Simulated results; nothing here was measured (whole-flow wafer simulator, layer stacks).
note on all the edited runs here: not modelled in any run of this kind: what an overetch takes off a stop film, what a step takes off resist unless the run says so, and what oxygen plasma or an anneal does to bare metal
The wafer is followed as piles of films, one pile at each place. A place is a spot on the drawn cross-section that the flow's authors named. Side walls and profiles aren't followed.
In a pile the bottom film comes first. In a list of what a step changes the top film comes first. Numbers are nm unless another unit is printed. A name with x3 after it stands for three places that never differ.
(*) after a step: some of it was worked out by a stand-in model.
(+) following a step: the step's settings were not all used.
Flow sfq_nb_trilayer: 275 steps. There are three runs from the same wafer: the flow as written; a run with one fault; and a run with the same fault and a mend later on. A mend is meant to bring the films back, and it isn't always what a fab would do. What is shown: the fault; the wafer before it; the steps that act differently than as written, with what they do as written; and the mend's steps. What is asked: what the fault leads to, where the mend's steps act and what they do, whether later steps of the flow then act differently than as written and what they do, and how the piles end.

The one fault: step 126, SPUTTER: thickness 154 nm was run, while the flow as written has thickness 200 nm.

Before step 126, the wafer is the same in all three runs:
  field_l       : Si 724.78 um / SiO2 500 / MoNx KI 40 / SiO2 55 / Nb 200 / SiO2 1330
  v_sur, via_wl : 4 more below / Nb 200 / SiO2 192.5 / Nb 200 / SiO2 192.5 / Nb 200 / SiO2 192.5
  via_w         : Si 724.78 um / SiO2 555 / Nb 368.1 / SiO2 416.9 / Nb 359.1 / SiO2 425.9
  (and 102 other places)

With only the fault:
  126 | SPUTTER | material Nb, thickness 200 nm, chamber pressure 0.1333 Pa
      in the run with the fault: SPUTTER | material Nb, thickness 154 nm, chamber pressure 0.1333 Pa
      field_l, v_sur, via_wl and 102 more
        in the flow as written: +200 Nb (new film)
        in the run with the fault: +154 Nb (new film)
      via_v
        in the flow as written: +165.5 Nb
        in the run with the fault: +127.2 Nb
  Later steps of the flow acting differently than as written (not shown: 5 more steps that differ only slightly, by at most 2% or 0.5 nm, whichever is larger):
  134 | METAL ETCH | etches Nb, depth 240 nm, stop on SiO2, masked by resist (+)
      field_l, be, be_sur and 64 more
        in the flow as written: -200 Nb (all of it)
        in the run with the fault: -154 Nb (all of it)
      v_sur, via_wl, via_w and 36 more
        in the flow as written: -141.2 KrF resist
        in the run with the fault: -135.9 KrF resist
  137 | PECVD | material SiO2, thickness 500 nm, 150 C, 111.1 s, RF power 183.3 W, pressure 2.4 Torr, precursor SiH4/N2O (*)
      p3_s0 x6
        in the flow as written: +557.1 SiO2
        in the run with the fault: +511.1 SiO2
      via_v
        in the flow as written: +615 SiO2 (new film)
        in the run with the fault: +602.3 SiO2 (new film)
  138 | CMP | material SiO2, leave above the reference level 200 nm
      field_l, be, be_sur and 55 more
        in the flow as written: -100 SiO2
        in the run with the fault: -146 SiO2
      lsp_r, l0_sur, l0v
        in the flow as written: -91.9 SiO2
        in the run with the fault: -139.8 SiO2
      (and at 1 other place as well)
  At v_sur, via_wl, via_w and 78 more, the piles at the end differ from the flow's by more than 2% or 0.5 nm, whichever is larger.
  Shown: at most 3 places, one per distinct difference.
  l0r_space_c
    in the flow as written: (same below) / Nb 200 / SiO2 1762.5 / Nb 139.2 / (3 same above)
    in the run with the fault: (same below) / Nb 200 / SiO2 1716.5 / Nb 139.2 / (3 same above)
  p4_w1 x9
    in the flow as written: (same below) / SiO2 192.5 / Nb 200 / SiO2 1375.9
    in the run with the fault: (same below) / SiO2 192.5 / Nb 154 / SiO2 1375.9
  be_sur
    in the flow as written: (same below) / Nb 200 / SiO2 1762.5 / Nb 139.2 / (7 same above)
    in the run with the fault: (same below) / Nb 200 / SiO2 1716.5 / Nb 139.2 / (7 same above)

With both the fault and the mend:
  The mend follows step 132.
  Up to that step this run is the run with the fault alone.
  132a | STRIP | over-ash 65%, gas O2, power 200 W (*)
      p3_s0 x6, p3_fr x3, wl_d_sl and 38 more
        -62 anti-reflective coat (all of it)
      p4_fl x3, p4_w1 x9, p4_g1 x2 and 15 more
        -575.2 KrF resist (all of it), -62 anti-reflective coat (all of it)
      moat, field_r, lsp_l, lsp_r, l0_sur, l0v
        -61.8 anti-reflective coat (all of it)
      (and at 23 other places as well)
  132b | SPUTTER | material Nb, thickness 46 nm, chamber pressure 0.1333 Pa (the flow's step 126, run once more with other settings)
      field_l, v_sur, via_wl and 102 more
        +46 Nb
      via_v
        +35.9 Nb
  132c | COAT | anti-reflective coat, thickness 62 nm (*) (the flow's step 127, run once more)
      p4_fl x3, p4_w1 x9, p4_g1 x2 and 63 more
        +62 anti-reflective coat (new film)
      field_r, lsp_l, ln_m5, lsp_m, ln_m6, lsp_r, l0_sur, l0v
        +61.8 anti-reflective coat (new film)
      be_r, r_sur, res, r_end, moat
        +61.7 anti-reflective coat (new film)
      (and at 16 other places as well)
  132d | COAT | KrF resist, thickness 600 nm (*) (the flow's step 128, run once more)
      p4_fl x3, p4_w1 x9, p4_g1 x2 and 63 more
        +600 KrF resist (new film)
      field_r, lsp_l, ln_m5, lsp_m, l0v
        +599.5 KrF resist (new film)
      ln_m6, lsp_r, l0_sur
        +599.6 KrF resist (new film)
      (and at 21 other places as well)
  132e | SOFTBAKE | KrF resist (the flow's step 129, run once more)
      alters no film at any place that is followed
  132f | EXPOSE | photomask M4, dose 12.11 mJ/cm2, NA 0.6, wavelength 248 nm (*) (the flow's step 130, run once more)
      alters no film at any place that is followed
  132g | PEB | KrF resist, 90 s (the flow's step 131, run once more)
      field_l, v_sur, via_wl and 97 more
        -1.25 KrF resist
      via_w, via_wr, via_sp, wire, be
        -1.24 KrF resist
      via_v
        -1.61 KrF resist
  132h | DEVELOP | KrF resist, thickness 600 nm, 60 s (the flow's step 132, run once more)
      p3_s0 x6, p3_fr x3, wl_d_sl and 38 more
        -598.7 KrF resist (all of it)
      v_sur, via_wl, via_w and 36 more
        -23.5 KrF resist
      moat, field_r, lsp_l
        -598.2 KrF resist (all of it)
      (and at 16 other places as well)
  Every later step of the flow that is run acts as written, at every place that is followed, to within 2% or 0.5 nm, whichever is larger.
  When the end is reached, the piles differ only a little from the flow's at the places that both follow, at most by 2% or 0.5 nm, whichever is larger.
